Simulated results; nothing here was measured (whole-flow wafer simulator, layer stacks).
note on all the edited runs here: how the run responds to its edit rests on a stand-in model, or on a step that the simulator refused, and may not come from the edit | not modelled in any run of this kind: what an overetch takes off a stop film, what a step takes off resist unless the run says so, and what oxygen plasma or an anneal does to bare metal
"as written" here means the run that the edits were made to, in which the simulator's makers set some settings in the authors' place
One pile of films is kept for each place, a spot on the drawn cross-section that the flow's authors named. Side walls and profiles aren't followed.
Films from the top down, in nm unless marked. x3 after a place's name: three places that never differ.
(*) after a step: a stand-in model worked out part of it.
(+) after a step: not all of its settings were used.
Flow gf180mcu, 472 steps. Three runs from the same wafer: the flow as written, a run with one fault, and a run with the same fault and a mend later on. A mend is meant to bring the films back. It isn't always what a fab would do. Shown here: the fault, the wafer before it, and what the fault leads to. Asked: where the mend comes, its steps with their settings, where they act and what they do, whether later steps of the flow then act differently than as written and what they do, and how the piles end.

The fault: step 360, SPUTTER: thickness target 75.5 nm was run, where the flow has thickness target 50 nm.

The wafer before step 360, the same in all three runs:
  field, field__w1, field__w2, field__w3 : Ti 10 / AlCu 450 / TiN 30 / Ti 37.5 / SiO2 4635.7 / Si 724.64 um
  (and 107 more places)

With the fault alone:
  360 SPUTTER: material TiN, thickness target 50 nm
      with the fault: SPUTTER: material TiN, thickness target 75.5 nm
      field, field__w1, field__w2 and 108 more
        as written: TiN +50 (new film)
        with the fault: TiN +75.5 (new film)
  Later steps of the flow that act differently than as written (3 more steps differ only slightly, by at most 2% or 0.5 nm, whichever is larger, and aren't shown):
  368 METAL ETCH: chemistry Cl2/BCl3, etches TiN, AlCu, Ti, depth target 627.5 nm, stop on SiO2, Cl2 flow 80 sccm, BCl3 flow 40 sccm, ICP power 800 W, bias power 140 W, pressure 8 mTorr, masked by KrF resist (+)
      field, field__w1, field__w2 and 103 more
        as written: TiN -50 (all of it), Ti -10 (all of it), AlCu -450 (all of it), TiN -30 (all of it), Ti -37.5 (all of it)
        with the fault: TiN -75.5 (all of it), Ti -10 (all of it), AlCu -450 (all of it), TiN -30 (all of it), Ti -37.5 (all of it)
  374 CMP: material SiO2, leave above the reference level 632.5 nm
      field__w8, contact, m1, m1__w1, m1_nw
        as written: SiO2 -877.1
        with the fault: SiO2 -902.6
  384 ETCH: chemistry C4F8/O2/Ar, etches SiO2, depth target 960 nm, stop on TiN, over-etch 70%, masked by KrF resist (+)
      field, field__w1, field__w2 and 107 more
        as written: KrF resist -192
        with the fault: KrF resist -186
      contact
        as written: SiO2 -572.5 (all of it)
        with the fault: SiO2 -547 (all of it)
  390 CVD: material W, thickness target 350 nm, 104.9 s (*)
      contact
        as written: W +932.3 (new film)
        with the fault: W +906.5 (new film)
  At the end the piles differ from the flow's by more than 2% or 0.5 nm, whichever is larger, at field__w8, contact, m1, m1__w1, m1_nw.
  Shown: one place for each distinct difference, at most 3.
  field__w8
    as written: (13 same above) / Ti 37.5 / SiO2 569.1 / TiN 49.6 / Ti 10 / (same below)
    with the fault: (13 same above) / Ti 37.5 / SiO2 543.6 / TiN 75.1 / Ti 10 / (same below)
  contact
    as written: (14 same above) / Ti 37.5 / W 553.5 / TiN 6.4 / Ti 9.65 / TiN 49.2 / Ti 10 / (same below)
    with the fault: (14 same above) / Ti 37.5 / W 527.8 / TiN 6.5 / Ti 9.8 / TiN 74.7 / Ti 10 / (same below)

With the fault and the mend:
  The mend comes after step 367.
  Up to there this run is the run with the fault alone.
  367a STRIP: chemistry O2/N2, power 2160 W, pressure 1700 mTorr (*)
      field__w8, contact, m1, m1__w1, m1_nw
        KrF resist -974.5 (all of it)
  367b METAL ETCH: chemistry Cl2/BCl3, etches TiN, AlCu, Ti, depth target 25.5 nm, Cl2 flow 80 sccm, BCl3 flow 40 sccm, ICP power 800 W, bias power 140 W, pressure 8 mTorr (the flow's step 260 once more, with other settings)
      field, field__w1, field__w2 and 108 more
        TiN -25.5
  367c HMDS: 120 C, 60 s (the flow's step 362 once more)
      changes no film at any place that is followed
  367d COAT: KrF resist, thickness 1000 nm (the flow's step 363 once more)
      field, field__w1, field__w2 and 108 more
        KrF resist +1000 (new film)
  367e SOFTBAKE: KrF resist (the flow's step 364 once more)
      changes no film at any place that is followed
  367f EXPOSE: photomask Metal4 (the flow's step 365 once more)
      changes no film at any place that is followed
  367g PEB: KrF resist, 135 C, 90 s (the flow's step 366 once more)
      field, field__w1, field__w2 and 108 more
        KrF resist -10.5
  367h DEVELOP: thickness 1000 nm, 60 s (the flow's step 367 once more)
      field, field__w1, field__w2 and 103 more
        KrF resist -989.5 (all of it)
      field__w8, contact, m1, m1__w1, m1_nw
        KrF resist -14.9
  No later step of the flow acts differently than as written at any place that is followed.
  At the end the piles are the same as the flow's at every place that both follow.
